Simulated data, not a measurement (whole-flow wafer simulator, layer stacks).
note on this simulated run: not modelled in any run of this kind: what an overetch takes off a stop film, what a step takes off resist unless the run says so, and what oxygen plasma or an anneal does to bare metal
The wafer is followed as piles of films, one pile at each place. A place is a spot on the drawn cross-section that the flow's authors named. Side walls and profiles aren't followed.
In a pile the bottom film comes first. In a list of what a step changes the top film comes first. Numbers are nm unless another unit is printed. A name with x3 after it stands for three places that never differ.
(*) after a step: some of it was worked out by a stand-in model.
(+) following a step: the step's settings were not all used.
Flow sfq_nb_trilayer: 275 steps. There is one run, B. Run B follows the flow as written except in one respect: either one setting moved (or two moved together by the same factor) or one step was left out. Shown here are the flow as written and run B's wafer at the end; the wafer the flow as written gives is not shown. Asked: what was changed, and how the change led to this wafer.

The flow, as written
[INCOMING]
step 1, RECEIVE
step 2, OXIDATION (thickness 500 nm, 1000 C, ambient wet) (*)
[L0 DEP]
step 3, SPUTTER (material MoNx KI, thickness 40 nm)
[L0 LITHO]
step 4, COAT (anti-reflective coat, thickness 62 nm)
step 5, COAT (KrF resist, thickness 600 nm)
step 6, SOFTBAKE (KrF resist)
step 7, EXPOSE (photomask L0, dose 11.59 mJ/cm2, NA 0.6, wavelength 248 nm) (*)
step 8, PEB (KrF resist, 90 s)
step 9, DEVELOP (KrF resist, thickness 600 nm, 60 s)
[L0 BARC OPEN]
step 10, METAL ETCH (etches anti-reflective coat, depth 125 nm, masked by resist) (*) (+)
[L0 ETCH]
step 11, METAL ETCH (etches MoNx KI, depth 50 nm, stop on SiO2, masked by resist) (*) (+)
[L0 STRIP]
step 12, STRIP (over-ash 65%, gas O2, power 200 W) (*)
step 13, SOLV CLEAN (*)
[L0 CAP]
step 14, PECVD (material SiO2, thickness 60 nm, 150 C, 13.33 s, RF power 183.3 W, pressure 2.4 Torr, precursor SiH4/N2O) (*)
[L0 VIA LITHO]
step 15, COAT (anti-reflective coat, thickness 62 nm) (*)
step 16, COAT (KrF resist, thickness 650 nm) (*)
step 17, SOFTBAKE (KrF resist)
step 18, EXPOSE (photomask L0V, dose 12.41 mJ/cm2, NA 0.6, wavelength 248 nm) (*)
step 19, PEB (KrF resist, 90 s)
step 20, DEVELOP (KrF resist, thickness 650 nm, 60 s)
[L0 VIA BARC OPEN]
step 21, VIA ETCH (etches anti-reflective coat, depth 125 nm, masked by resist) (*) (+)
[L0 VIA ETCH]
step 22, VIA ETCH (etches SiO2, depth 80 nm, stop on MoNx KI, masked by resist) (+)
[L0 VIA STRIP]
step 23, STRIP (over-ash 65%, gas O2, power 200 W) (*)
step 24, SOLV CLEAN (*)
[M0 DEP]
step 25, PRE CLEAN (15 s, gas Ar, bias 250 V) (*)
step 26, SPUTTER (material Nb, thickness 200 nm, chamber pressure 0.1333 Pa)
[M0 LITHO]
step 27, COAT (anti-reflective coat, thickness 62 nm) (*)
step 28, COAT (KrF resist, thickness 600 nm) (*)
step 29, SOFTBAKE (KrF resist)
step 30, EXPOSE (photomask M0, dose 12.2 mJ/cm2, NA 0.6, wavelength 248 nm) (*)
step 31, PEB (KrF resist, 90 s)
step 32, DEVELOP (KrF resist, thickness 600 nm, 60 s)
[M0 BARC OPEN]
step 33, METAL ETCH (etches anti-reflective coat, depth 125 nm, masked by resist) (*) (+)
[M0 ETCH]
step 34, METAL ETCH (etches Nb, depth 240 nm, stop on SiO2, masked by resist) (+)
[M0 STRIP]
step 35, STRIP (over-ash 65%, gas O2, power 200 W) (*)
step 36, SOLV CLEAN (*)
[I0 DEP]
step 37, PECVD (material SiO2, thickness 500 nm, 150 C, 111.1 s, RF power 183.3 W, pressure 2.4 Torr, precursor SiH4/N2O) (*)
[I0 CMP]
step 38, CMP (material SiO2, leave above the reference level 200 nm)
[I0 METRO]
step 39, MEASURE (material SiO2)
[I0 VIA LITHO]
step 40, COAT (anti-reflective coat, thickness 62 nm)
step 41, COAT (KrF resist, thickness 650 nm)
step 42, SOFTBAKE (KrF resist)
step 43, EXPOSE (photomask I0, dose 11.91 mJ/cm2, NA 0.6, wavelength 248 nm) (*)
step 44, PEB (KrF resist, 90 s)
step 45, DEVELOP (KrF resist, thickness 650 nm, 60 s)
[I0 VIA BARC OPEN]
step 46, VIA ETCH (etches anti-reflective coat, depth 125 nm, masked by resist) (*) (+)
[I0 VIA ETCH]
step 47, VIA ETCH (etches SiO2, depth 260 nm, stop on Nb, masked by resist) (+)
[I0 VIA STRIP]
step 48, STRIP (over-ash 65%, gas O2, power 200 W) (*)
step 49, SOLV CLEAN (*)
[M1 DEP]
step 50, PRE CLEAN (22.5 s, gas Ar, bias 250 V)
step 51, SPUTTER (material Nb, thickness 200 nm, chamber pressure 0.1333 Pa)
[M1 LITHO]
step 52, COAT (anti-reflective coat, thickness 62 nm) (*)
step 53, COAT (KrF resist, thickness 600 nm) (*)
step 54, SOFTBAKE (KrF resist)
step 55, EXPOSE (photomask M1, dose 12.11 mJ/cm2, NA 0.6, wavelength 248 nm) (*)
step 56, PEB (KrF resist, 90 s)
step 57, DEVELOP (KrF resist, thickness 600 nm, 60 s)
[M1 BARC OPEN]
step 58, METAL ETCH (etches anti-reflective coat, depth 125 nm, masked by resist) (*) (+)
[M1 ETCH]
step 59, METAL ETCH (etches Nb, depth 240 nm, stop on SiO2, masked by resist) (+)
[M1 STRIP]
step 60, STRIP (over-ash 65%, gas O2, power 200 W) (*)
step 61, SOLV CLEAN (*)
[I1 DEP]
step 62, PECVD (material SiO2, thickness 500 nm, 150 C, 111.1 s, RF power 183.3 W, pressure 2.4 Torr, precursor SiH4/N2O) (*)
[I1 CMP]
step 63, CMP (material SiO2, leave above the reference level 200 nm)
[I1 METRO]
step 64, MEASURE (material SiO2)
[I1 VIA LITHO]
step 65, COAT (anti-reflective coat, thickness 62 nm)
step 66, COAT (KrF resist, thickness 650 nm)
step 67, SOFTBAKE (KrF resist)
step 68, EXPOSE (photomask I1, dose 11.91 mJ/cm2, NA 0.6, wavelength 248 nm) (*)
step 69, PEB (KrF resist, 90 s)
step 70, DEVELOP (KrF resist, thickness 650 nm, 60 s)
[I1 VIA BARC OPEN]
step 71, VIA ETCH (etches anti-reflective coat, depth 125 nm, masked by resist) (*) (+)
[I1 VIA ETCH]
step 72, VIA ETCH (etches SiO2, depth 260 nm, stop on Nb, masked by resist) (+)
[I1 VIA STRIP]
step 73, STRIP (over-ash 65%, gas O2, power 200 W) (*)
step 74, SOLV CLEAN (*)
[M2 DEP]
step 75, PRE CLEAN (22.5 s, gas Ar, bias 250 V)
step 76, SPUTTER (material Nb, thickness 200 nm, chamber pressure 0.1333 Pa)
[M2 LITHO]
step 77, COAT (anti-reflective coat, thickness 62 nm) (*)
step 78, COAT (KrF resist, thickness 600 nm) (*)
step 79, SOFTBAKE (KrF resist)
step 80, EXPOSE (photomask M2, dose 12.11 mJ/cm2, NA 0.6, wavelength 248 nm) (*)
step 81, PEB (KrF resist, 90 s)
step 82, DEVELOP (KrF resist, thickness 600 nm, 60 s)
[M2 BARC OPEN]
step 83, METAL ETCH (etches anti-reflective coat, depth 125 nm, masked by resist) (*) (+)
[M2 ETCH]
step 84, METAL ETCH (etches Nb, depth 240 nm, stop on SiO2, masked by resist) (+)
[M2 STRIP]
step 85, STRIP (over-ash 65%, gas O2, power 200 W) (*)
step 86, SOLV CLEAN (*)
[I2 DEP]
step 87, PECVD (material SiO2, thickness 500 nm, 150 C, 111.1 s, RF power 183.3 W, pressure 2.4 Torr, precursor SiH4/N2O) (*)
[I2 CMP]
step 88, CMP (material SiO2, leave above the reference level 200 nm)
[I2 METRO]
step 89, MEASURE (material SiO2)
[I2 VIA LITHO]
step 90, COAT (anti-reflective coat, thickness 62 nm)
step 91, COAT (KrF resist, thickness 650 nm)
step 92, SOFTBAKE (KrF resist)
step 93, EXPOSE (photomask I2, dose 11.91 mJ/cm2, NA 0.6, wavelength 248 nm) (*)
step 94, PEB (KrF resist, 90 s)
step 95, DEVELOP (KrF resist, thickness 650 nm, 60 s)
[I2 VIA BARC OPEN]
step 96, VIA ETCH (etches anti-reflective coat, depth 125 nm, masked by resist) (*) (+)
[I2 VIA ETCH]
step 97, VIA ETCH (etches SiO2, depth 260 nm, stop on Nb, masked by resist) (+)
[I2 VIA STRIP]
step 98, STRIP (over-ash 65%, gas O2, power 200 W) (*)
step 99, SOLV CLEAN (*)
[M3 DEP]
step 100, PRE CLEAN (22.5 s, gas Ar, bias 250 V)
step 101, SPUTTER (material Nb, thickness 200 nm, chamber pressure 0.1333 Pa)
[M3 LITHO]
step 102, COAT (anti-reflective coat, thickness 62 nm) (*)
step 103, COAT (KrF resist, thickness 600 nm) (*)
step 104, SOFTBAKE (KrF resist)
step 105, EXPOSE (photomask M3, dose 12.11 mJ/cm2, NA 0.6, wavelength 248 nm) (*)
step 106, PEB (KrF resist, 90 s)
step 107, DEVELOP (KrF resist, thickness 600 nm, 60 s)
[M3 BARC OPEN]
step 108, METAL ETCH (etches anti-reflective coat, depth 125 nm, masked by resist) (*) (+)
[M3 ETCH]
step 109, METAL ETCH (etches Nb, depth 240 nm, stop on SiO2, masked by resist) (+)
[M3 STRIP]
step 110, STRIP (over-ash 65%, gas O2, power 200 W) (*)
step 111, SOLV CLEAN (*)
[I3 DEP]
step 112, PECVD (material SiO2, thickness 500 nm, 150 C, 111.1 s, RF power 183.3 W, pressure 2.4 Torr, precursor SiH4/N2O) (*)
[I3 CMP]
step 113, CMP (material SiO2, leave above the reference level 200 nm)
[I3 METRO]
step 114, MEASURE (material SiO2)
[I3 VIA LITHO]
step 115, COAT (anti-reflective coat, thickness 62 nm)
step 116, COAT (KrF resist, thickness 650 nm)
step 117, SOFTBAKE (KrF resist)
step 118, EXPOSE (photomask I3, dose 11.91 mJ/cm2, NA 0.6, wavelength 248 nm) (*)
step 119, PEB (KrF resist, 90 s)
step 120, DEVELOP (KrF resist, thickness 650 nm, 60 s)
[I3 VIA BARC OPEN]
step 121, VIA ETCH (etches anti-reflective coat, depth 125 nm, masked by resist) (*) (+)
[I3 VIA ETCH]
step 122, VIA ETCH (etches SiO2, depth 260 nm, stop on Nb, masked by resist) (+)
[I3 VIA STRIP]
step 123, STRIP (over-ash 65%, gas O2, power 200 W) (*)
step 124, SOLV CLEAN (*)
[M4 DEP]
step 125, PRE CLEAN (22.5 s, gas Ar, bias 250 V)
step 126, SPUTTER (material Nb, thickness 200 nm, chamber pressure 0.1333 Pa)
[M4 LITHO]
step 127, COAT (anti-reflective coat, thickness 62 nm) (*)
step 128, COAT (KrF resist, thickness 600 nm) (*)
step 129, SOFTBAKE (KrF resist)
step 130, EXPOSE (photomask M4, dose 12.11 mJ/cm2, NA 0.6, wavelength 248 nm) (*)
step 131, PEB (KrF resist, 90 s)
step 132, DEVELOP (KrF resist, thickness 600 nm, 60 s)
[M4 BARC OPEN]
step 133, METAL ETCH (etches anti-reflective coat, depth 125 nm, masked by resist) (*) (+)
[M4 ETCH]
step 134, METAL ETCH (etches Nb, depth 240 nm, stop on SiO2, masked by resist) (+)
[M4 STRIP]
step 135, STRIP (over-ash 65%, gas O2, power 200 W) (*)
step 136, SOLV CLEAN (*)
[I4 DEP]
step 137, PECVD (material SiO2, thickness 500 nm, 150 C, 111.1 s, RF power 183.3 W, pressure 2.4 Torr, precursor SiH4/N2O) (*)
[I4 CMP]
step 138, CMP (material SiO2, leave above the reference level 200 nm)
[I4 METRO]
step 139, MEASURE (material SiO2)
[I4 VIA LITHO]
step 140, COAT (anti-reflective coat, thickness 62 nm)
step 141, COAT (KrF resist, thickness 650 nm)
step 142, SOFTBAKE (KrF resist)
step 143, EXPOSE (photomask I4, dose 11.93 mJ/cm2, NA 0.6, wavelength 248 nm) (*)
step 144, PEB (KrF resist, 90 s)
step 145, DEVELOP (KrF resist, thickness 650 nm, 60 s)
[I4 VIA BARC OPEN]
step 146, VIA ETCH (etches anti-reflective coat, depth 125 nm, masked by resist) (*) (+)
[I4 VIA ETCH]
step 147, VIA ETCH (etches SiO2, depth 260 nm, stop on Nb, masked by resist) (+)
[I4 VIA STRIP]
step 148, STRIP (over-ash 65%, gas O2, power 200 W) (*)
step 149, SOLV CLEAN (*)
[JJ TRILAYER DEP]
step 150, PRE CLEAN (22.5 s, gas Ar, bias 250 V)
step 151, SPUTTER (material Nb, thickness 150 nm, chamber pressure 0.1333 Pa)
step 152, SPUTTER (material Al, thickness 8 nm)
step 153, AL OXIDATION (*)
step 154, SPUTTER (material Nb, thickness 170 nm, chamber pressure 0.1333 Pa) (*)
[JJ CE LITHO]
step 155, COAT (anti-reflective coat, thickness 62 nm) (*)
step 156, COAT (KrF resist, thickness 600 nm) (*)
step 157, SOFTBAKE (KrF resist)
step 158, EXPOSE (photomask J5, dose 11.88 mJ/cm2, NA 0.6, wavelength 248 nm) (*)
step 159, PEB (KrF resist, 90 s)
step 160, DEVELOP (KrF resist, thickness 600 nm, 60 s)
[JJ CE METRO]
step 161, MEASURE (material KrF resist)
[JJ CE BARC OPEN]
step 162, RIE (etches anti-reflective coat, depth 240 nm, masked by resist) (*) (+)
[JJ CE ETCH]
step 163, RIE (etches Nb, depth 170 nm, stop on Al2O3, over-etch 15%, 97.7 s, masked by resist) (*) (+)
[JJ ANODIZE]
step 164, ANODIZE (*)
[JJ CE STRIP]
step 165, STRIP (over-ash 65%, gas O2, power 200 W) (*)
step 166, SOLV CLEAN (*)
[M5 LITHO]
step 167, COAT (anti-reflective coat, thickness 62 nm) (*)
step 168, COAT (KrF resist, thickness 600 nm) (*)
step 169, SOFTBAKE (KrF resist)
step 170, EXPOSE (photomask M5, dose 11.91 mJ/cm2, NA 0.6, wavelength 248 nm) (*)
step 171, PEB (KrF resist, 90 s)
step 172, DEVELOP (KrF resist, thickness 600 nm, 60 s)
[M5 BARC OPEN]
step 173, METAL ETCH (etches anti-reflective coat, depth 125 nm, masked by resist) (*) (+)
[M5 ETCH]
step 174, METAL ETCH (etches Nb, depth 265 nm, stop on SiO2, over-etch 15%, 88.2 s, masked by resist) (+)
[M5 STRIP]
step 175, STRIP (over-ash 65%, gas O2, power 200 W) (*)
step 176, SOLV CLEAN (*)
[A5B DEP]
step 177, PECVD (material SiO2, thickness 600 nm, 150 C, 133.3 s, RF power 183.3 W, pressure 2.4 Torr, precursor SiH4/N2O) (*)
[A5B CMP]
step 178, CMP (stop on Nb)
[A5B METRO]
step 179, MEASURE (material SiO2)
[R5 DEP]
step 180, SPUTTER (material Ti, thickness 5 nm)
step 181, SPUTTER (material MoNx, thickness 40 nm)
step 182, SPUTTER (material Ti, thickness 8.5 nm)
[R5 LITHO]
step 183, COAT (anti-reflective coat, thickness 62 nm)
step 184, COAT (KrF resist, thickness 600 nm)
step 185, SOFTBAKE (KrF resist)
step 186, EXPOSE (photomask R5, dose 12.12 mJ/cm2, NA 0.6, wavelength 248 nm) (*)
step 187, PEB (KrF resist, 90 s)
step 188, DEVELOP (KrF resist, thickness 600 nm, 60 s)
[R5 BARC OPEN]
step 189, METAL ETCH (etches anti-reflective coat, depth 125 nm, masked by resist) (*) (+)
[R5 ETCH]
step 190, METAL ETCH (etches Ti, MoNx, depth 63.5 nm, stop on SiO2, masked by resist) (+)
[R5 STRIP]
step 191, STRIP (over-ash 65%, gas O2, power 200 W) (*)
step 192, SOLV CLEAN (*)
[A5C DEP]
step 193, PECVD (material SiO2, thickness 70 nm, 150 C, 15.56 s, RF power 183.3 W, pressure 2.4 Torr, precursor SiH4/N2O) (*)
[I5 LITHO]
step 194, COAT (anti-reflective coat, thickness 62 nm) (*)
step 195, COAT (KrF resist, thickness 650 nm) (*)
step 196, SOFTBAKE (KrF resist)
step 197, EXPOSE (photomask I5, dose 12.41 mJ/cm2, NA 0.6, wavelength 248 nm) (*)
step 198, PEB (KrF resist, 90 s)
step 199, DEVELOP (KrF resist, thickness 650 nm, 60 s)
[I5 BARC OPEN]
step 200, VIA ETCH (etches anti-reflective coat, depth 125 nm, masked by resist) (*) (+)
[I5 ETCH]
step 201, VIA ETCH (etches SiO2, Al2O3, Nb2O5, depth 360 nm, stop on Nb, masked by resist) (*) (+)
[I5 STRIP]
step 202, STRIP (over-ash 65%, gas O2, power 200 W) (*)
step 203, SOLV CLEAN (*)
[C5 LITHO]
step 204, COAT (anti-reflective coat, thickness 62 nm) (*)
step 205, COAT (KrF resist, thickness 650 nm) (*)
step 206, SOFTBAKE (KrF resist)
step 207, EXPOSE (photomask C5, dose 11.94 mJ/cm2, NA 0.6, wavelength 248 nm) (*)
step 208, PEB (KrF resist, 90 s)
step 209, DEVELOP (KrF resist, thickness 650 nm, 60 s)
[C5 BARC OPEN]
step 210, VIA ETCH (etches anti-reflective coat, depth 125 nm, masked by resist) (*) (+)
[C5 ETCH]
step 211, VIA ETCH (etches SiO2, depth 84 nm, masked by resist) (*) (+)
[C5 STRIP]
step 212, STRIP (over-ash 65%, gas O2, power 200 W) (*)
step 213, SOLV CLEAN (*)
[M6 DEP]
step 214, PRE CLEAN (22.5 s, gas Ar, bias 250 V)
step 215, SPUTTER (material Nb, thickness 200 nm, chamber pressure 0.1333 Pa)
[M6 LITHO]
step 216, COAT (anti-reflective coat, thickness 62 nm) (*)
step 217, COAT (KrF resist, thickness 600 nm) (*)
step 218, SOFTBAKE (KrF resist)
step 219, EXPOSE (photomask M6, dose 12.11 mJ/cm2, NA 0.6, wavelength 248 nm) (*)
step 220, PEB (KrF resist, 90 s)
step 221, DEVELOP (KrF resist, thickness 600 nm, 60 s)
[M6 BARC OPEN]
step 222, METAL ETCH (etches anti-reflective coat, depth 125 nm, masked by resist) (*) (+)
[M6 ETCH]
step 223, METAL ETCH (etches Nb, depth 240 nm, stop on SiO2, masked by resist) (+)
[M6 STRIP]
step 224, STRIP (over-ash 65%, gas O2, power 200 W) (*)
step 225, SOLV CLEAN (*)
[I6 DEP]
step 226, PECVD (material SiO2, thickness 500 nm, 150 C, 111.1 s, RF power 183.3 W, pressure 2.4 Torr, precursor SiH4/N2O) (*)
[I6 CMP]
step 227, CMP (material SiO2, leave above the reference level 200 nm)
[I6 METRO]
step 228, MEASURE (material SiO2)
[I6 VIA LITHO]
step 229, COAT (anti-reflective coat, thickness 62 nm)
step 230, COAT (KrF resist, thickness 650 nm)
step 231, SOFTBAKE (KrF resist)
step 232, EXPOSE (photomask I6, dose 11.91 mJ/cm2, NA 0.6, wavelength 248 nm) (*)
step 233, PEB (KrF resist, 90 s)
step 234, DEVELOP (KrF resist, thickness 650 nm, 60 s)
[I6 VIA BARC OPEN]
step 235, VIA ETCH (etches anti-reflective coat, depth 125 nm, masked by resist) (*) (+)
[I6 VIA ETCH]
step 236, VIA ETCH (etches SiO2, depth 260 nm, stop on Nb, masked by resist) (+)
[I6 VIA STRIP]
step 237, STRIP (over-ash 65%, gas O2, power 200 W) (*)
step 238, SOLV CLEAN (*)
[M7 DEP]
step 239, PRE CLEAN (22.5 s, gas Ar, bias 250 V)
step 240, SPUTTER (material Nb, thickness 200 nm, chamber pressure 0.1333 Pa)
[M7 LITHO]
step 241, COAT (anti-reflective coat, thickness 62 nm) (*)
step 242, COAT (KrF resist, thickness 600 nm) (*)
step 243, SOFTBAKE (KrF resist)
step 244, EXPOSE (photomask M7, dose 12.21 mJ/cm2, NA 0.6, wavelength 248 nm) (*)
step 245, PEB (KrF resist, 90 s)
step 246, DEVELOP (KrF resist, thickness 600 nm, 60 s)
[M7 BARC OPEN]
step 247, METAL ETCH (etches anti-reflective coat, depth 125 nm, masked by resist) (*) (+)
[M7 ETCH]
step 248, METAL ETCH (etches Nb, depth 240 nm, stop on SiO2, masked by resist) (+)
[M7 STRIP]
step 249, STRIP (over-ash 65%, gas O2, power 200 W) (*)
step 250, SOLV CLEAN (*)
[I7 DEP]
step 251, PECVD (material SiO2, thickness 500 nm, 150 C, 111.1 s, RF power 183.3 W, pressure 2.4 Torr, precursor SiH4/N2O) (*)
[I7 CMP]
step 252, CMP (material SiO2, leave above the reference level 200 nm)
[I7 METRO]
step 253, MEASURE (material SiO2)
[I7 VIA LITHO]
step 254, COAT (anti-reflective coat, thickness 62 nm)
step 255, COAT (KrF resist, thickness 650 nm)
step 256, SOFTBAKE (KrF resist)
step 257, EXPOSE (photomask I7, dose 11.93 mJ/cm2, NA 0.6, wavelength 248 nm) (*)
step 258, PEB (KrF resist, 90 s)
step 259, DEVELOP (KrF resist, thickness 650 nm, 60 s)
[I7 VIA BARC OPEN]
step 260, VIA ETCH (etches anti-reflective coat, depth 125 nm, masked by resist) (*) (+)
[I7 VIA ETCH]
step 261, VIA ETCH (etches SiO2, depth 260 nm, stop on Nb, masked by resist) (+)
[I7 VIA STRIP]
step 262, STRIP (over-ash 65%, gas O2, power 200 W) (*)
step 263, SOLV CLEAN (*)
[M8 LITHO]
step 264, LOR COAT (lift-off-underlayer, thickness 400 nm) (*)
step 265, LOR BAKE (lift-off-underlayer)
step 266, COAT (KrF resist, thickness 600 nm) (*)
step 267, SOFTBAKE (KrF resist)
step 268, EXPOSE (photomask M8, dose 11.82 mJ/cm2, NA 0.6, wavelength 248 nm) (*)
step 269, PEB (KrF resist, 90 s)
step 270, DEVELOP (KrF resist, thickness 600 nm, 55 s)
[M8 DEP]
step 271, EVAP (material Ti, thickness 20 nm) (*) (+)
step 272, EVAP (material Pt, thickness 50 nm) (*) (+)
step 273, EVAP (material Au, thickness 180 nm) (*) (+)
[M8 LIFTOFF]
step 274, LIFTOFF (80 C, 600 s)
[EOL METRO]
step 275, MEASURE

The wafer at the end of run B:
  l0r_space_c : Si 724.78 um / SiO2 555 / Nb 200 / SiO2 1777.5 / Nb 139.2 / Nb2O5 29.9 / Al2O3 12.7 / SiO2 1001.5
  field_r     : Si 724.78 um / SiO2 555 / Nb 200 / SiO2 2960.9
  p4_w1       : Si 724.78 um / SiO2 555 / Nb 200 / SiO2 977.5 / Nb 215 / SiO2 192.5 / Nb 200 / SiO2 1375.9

What caused this: step 101, SPUTTER: thickness 215 nm was run, though the flow has thickness 200 nm.
One can read it off the wafer: p4_w1 has Nb 215, and step 101 as written asks for 200 nm.

The path from the change to this, step by step:
  step 101, SPUTTER (material Nb, thickness 200 nm, chamber pressure 0.1333 Pa)
      field_l, v_sur, via_wl and 102 more: Nb gains 215 (new film) (it would be, as written: Nb gains 200 (new film))
      via_w: Nb gains 178.1 (it would be, as written: Nb gains 165.5)
  step 109, METAL ETCH (etches Nb, depth 240 nm, stop on SiO2, masked by resist) (+)
      field_l, be, be_sur and 72 more: Nb loses 215 (all of it) (it would be, as written: Nb loses 200 (all of it))
  step 112, PECVD (material SiO2, thickness 500 nm, 150 C, 111.1 s, RF power 183.3 W, pressure 2.4 Torr, precursor SiH4/N2O) (*)
      p4_g1, p4_g2, p3_s0, p3_s1, p3_s2, p3_s3, p3_s4, p3_s5: SiO2 gains 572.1 (it would be, as written: SiO2 gains 557.1)
  step 113, CMP (material SiO2, leave above the reference level 200 nm)
      field_l, be, be_sur and 64 more: SiO2 loses 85 (it would be, as written: SiO2 loses 100)
